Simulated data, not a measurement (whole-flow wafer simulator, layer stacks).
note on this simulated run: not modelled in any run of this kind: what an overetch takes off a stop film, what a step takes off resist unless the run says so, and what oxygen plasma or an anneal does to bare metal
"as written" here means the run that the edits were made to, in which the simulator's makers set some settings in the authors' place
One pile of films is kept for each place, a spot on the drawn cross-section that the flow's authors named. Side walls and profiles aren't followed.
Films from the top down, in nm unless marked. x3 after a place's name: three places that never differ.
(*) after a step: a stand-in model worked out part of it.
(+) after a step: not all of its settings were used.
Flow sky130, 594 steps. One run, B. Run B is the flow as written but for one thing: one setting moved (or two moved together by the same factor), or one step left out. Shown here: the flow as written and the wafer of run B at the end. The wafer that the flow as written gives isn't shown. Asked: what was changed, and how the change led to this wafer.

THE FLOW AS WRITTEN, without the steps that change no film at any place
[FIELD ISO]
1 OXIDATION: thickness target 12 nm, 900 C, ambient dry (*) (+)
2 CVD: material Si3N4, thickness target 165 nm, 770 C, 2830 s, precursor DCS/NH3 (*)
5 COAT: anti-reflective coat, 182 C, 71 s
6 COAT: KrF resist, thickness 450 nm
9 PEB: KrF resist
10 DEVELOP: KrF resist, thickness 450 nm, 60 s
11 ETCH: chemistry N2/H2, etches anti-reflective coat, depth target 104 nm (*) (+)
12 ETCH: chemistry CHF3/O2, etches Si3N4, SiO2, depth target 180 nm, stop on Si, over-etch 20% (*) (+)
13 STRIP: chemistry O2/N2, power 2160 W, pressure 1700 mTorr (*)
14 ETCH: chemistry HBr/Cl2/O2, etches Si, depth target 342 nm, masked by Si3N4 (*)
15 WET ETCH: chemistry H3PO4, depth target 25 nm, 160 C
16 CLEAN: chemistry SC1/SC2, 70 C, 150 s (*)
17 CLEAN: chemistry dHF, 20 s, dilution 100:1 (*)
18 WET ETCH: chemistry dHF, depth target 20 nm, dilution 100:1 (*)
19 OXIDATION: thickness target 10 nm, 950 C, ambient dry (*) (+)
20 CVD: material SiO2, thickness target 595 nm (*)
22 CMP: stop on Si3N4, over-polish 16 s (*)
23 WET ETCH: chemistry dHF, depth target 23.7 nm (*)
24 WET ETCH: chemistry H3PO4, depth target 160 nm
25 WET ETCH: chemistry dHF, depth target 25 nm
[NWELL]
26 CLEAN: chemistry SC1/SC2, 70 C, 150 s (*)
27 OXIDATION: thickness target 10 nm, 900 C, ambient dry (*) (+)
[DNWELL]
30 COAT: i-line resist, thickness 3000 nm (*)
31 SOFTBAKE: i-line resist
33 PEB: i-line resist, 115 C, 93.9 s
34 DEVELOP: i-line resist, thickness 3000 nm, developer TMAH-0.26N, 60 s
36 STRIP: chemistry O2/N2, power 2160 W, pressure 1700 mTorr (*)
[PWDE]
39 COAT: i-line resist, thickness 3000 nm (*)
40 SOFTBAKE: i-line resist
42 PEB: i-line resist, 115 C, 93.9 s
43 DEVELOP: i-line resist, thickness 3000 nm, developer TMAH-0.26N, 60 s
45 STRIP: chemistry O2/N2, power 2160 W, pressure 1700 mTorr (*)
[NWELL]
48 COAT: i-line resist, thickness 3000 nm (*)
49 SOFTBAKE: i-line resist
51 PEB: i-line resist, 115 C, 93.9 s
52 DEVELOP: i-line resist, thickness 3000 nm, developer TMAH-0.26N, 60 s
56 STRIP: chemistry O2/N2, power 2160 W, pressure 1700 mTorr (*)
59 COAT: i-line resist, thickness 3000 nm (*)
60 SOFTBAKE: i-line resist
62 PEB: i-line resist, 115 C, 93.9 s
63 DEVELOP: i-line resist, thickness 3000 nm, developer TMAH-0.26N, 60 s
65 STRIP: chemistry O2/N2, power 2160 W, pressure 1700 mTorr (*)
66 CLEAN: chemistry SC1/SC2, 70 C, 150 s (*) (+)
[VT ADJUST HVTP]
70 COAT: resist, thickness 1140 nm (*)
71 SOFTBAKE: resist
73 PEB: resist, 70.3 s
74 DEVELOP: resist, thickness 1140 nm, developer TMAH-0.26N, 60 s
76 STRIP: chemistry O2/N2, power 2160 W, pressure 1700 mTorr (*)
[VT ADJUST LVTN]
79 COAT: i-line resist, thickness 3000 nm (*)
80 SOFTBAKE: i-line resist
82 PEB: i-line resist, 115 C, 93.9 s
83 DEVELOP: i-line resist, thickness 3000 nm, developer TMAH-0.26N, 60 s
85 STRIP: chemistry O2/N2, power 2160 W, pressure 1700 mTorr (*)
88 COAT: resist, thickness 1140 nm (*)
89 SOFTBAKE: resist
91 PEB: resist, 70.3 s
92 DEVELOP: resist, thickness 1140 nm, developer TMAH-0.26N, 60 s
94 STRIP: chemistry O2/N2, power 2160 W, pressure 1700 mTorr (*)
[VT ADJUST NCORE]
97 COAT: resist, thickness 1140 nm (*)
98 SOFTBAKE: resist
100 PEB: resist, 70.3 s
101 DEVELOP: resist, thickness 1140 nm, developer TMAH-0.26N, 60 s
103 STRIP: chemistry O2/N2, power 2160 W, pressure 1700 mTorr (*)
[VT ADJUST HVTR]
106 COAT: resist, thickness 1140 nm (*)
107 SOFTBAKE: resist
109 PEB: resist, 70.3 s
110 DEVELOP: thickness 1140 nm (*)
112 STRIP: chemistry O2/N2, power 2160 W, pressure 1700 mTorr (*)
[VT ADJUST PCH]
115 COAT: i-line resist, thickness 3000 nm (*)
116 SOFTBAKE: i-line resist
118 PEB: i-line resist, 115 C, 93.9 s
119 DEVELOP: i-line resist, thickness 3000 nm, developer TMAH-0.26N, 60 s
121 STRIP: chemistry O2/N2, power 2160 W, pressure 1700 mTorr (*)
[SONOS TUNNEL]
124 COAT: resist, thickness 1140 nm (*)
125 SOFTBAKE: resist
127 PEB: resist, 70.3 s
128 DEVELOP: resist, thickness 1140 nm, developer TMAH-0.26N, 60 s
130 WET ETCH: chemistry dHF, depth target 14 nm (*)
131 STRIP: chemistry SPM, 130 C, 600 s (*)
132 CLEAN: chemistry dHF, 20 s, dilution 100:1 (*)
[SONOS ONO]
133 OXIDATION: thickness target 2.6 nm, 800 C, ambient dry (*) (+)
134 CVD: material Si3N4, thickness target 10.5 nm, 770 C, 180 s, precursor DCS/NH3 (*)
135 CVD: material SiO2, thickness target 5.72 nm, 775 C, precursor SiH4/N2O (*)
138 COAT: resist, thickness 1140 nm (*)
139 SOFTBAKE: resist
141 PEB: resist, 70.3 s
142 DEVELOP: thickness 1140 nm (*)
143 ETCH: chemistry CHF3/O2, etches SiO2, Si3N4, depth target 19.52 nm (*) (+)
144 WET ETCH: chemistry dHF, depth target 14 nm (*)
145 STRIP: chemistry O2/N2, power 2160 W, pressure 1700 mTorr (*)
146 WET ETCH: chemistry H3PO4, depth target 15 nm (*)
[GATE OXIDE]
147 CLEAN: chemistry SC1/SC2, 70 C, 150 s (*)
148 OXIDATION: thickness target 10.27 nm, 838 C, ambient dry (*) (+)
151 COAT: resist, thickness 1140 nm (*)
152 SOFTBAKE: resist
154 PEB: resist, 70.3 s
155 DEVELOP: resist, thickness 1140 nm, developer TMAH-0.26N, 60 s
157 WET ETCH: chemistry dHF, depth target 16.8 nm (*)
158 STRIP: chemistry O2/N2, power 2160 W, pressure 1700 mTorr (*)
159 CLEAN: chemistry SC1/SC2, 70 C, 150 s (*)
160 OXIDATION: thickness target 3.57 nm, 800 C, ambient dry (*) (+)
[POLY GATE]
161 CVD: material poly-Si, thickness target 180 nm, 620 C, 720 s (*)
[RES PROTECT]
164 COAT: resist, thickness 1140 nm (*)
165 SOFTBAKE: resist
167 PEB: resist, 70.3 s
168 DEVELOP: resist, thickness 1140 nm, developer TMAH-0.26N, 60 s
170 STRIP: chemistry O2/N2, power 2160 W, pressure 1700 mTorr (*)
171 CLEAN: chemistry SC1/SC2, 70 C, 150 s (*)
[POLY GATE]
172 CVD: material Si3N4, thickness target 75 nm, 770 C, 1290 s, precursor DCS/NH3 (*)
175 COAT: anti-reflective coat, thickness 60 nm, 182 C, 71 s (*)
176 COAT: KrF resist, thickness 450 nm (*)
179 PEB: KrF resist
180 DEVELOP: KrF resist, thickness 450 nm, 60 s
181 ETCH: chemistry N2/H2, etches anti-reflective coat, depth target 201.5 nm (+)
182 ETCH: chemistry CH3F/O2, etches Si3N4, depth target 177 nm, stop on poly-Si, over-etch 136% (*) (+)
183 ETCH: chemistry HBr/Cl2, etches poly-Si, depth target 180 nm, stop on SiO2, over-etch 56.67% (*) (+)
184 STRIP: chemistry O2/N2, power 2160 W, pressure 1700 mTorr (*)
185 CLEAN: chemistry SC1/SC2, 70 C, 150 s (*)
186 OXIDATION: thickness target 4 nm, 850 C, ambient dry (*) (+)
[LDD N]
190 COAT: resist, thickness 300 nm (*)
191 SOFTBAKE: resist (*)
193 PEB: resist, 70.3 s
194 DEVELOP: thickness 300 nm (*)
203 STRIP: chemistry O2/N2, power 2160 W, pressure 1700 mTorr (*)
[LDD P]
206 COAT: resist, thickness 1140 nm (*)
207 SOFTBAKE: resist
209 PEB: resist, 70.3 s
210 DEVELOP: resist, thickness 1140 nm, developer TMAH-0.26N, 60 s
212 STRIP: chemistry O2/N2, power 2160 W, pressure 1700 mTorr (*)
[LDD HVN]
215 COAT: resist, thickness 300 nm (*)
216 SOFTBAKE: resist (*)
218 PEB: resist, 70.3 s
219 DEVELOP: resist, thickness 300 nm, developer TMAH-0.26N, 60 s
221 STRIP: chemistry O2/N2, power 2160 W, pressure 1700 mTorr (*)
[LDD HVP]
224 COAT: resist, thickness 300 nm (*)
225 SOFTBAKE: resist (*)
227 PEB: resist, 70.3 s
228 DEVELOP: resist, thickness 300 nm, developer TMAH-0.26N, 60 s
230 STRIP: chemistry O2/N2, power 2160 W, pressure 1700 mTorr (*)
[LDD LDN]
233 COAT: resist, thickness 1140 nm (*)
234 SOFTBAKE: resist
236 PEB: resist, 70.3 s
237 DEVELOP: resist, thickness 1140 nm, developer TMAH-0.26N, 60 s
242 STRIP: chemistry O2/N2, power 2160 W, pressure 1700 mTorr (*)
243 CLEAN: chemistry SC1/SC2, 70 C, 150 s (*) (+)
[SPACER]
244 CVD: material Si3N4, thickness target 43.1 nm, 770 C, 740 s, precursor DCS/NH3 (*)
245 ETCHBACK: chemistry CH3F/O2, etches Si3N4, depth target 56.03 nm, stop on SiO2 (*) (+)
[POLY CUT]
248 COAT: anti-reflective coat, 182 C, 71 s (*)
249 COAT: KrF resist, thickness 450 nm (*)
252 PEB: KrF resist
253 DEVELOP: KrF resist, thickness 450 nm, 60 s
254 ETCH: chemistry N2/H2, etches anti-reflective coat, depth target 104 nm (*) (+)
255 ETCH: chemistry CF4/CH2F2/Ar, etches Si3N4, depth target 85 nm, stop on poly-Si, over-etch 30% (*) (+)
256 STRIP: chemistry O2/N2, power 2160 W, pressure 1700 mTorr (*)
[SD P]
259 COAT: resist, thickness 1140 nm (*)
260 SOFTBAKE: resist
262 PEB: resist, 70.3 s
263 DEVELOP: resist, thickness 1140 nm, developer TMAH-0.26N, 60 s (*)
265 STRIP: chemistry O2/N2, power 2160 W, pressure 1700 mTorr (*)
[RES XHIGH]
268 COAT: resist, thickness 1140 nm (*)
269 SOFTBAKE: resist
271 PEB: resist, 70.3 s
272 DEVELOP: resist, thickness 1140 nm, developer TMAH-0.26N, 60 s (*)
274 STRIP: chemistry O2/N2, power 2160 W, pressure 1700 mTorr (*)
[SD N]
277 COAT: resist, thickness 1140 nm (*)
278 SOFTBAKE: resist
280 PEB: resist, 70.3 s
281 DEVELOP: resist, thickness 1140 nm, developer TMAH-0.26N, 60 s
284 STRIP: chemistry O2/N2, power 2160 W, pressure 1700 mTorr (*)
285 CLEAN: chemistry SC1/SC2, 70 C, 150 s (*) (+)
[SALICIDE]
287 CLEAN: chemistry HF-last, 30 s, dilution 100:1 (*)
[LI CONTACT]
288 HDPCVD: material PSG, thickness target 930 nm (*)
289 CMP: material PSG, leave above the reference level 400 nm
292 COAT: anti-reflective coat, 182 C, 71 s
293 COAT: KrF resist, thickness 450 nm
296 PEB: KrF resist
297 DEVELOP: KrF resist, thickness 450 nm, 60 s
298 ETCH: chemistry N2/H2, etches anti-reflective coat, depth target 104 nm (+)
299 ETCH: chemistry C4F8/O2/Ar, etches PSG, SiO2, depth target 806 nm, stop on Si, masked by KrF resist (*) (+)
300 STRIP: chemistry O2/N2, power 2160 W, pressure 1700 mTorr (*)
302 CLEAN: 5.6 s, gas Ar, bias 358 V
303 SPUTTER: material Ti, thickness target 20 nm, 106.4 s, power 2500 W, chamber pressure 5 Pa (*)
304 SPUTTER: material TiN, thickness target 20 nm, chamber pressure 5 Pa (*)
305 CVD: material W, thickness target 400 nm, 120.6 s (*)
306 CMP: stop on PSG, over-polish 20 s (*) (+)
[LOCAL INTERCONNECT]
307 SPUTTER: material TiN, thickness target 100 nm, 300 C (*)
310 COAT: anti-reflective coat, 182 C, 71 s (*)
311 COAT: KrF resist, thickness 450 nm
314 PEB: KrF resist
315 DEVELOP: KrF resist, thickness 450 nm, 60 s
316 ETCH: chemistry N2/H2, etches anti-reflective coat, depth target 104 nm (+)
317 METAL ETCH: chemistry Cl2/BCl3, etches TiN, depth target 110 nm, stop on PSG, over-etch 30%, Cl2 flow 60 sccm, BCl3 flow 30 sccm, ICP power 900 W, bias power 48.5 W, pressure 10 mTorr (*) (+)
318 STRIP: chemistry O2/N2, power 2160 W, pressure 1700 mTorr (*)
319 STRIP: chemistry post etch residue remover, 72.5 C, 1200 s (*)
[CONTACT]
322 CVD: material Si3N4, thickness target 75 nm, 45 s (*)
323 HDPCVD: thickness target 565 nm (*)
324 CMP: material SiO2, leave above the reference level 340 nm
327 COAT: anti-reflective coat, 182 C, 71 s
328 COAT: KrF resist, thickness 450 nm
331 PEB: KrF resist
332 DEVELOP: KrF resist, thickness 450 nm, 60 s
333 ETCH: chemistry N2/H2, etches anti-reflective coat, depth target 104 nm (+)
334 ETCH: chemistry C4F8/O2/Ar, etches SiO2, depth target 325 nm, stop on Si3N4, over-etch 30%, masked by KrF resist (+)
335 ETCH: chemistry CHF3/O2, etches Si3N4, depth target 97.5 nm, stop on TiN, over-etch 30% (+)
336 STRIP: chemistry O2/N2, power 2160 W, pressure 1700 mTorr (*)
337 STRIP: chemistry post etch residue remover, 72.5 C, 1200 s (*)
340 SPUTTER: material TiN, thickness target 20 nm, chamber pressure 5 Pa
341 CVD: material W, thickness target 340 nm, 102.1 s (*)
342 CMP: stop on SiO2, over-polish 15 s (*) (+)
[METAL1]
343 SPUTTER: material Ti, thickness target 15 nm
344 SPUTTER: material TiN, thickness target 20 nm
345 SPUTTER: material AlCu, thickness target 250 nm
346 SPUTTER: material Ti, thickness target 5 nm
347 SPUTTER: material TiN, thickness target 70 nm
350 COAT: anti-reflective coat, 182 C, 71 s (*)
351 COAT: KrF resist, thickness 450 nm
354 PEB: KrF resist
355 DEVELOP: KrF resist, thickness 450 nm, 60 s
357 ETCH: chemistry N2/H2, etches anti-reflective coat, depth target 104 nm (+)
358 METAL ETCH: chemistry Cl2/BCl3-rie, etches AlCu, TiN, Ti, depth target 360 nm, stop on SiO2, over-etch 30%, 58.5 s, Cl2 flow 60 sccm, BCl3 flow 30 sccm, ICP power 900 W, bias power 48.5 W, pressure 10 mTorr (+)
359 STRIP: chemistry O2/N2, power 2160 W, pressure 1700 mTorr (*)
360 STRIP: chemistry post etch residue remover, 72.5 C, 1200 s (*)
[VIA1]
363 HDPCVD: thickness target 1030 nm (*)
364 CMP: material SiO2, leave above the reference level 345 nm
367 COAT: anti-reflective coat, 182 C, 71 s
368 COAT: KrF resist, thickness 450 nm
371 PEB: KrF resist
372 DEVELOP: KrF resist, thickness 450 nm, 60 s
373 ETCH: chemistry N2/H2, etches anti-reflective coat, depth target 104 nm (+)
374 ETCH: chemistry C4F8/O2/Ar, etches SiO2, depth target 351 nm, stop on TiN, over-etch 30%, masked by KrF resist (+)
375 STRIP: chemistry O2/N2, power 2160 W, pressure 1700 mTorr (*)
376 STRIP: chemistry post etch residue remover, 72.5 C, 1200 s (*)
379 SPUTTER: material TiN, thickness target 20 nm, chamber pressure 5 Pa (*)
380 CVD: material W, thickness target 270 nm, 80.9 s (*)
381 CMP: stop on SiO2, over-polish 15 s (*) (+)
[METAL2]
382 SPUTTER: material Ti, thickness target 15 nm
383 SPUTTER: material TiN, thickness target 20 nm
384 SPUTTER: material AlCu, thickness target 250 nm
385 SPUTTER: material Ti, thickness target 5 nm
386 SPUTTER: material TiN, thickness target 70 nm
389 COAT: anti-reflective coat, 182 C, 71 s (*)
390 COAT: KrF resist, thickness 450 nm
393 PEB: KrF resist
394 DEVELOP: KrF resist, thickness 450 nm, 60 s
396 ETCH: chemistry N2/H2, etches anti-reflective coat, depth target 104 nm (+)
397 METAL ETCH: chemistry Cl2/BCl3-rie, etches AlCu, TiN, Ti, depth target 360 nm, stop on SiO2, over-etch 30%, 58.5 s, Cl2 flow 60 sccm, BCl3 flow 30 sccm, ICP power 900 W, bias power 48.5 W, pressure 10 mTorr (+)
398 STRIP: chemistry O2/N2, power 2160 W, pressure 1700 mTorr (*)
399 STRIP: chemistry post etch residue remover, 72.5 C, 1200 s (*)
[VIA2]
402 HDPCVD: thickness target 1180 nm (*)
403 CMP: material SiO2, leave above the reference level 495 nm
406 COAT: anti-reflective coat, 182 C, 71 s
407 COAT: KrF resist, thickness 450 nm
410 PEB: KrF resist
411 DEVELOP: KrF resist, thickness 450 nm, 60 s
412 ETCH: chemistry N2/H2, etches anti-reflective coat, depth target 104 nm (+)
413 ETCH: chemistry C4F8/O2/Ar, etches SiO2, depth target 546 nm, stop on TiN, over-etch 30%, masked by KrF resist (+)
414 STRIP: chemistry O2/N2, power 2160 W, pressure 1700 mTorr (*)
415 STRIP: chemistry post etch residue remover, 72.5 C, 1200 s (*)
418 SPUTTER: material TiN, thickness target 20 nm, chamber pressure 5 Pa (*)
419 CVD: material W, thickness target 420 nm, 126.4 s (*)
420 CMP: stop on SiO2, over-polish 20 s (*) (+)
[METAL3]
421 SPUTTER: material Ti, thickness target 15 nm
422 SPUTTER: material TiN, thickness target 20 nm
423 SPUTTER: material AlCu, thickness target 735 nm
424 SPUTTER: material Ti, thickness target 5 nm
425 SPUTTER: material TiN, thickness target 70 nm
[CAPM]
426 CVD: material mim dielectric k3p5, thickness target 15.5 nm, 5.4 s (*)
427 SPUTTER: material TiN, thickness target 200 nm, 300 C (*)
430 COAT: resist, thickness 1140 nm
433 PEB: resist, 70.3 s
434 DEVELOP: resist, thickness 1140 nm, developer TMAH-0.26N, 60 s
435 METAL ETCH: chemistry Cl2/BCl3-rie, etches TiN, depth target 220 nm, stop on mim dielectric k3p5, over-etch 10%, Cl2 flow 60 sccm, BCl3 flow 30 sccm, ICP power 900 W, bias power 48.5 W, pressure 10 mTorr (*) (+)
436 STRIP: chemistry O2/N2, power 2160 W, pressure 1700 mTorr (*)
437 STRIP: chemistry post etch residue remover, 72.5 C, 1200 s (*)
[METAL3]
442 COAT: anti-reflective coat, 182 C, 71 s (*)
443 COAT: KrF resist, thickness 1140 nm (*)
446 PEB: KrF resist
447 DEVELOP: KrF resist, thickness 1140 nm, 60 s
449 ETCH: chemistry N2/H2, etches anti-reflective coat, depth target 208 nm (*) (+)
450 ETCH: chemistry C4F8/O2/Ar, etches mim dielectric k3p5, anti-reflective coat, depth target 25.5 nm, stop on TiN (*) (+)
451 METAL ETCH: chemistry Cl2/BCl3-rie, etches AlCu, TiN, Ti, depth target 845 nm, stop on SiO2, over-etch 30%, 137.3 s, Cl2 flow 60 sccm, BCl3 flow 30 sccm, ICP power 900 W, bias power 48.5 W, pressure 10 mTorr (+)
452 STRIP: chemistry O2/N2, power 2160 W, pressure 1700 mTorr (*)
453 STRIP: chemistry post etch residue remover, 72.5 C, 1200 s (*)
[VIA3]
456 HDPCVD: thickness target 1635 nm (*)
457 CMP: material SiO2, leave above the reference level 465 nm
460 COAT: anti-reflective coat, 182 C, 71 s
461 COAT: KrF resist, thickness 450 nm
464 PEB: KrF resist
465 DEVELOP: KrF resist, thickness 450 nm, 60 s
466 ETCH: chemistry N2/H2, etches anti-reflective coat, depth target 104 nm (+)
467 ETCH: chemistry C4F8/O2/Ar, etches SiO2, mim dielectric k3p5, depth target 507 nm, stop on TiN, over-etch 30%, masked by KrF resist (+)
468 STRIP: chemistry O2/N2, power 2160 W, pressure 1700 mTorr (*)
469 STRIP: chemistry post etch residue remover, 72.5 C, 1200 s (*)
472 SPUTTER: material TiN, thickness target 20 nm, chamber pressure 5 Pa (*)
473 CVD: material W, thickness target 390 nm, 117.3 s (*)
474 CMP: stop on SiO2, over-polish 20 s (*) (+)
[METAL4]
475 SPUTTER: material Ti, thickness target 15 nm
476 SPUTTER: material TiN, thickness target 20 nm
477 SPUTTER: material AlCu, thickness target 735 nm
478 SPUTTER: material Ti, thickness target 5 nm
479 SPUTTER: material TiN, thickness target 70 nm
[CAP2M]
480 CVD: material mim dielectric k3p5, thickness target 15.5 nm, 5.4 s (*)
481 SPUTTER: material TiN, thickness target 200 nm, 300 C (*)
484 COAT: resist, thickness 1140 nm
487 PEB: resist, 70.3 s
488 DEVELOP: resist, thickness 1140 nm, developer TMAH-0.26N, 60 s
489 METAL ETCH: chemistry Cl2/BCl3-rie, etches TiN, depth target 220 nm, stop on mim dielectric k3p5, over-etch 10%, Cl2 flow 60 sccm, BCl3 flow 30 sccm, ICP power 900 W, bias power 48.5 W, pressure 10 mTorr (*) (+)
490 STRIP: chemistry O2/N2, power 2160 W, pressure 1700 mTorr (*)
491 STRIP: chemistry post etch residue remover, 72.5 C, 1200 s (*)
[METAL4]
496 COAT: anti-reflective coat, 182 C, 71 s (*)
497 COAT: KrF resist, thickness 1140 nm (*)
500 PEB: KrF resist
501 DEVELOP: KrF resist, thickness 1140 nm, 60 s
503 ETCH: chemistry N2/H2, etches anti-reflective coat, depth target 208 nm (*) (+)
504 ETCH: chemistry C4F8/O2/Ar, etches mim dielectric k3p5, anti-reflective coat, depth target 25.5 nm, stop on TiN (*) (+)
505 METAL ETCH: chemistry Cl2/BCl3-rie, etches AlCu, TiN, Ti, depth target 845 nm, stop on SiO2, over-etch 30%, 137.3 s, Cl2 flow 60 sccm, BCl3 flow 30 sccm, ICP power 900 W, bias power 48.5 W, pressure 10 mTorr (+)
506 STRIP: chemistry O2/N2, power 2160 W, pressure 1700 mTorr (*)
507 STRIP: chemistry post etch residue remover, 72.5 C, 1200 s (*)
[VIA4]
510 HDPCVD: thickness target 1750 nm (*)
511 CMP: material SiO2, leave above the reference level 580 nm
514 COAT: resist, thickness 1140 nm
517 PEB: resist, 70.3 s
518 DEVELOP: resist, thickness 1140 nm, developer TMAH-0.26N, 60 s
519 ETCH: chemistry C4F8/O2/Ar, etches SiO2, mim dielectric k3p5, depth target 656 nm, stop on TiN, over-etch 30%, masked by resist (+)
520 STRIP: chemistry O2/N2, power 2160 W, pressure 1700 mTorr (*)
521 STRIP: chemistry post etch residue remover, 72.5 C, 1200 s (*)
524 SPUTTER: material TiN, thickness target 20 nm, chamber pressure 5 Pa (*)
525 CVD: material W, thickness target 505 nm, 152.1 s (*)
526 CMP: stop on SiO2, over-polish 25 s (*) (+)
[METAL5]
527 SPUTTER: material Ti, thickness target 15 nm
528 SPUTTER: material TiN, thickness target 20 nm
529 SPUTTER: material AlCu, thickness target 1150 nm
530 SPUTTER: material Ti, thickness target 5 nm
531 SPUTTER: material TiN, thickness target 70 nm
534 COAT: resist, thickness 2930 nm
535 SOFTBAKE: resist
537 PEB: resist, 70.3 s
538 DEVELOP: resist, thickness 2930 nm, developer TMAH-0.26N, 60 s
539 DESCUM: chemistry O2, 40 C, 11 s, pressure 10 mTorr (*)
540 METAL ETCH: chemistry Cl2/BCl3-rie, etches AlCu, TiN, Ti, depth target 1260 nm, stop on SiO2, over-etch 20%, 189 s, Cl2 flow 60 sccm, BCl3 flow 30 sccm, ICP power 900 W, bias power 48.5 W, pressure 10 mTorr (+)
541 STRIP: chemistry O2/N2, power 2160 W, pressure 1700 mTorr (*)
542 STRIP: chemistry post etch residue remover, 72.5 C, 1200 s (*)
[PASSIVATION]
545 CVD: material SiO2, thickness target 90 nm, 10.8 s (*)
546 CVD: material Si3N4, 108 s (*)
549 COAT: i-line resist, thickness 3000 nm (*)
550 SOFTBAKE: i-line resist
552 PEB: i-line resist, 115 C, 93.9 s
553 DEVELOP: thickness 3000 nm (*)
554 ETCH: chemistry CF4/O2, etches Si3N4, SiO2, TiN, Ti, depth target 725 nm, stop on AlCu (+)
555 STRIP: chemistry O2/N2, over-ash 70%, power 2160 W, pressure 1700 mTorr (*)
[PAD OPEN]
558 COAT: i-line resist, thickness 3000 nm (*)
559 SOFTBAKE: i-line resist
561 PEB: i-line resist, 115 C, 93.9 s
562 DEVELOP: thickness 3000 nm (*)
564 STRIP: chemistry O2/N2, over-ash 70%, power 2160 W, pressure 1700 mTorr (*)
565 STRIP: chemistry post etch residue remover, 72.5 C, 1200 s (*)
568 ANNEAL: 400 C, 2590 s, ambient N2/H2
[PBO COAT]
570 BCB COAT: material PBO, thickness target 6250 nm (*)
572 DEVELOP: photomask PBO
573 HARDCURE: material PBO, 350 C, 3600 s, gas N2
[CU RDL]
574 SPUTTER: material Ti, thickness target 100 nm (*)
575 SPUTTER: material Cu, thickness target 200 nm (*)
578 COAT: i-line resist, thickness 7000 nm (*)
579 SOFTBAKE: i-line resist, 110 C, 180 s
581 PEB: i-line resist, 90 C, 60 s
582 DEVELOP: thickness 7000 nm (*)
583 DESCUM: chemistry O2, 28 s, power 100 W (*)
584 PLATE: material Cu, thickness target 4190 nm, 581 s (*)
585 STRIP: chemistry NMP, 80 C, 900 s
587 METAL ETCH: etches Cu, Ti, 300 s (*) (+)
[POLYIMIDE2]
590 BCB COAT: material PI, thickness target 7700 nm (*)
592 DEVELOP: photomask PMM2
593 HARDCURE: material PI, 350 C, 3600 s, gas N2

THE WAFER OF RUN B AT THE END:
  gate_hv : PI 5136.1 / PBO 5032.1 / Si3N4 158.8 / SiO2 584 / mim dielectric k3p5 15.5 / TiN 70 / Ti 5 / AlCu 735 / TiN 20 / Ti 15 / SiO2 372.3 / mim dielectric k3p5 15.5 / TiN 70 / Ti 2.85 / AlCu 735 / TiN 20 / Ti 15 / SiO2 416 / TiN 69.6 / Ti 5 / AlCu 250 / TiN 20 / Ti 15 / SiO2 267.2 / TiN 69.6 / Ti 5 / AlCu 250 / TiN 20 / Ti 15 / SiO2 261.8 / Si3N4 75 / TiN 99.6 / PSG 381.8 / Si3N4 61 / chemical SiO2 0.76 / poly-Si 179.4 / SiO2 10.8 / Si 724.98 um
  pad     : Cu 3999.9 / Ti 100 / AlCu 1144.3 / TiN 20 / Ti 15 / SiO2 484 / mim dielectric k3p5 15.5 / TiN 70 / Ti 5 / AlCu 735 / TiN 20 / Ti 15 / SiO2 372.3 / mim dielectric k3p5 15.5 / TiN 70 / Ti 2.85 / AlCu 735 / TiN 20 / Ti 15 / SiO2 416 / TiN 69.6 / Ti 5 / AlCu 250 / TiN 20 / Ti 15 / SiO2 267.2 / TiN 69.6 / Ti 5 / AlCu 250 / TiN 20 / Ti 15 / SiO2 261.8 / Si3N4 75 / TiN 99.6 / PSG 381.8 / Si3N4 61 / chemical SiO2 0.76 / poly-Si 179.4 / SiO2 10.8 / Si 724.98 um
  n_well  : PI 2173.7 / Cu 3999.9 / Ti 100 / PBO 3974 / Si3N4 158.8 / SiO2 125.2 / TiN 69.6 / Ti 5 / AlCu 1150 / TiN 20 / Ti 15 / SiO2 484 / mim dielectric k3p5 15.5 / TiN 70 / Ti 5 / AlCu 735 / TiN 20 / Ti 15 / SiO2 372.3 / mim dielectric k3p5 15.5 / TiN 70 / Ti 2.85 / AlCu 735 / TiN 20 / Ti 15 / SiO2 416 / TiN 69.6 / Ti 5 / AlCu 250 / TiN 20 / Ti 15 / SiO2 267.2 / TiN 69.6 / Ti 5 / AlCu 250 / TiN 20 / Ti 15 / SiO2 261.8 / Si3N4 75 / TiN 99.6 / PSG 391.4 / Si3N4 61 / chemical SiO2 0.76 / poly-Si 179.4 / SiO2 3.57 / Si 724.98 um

The cause: step 424, SPUTTER: thickness target 2.85 nm was run, where the flow has thickness target 5 nm.
It can be read off the wafer: gate_hv has Ti 2.85, and step 424 as written asks for 5 nm.

How the change led to this, step by step:
  424 SPUTTER: material Ti, thickness target 5 nm
      field, active, n_well and 188 more: Ti +2.85 (new film) (as written it would be: Ti +5 (new film))
  451 METAL ETCH: chemistry Cl2/BCl3-rie, etches AlCu, TiN, Ti, depth target 845 nm, stop on SiO2, over-etch 30%, 137.3 s, Cl2 flow 60 sccm, BCl3 flow 30 sccm, ICP power 900 W, bias power 48.5 W, pressure 10 mTorr (+)
      field, gate, spacer and 68 more: TiN -70 (all of it), Ti -2.85 (all of it), AlCu -735 (all of it), TiN -20 (all of it), Ti -15 (all of it), SiO2 -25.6 (as written it would be: TiN -70 (all of it), Ti -5 (all of it), AlCu -735 (all of it), TiN -20 (all of it), Ti -15 (all of it), SiO2 -25.4)
      active, vpp_ln, vpp_iso2 and 11 more: TiN -70 (all of it), Ti -2.85 (all of it), AlCu -735 (all of it), TiN -20 (all of it), Ti -15 (all of it), SiO2 -25.6 (as written it would be: TiN -70 (all of it), Ti -5 (all of it), AlCu -735 (all of it), TiN -20 (all of it), Ti -15 (all of it), SiO2 -25.3)
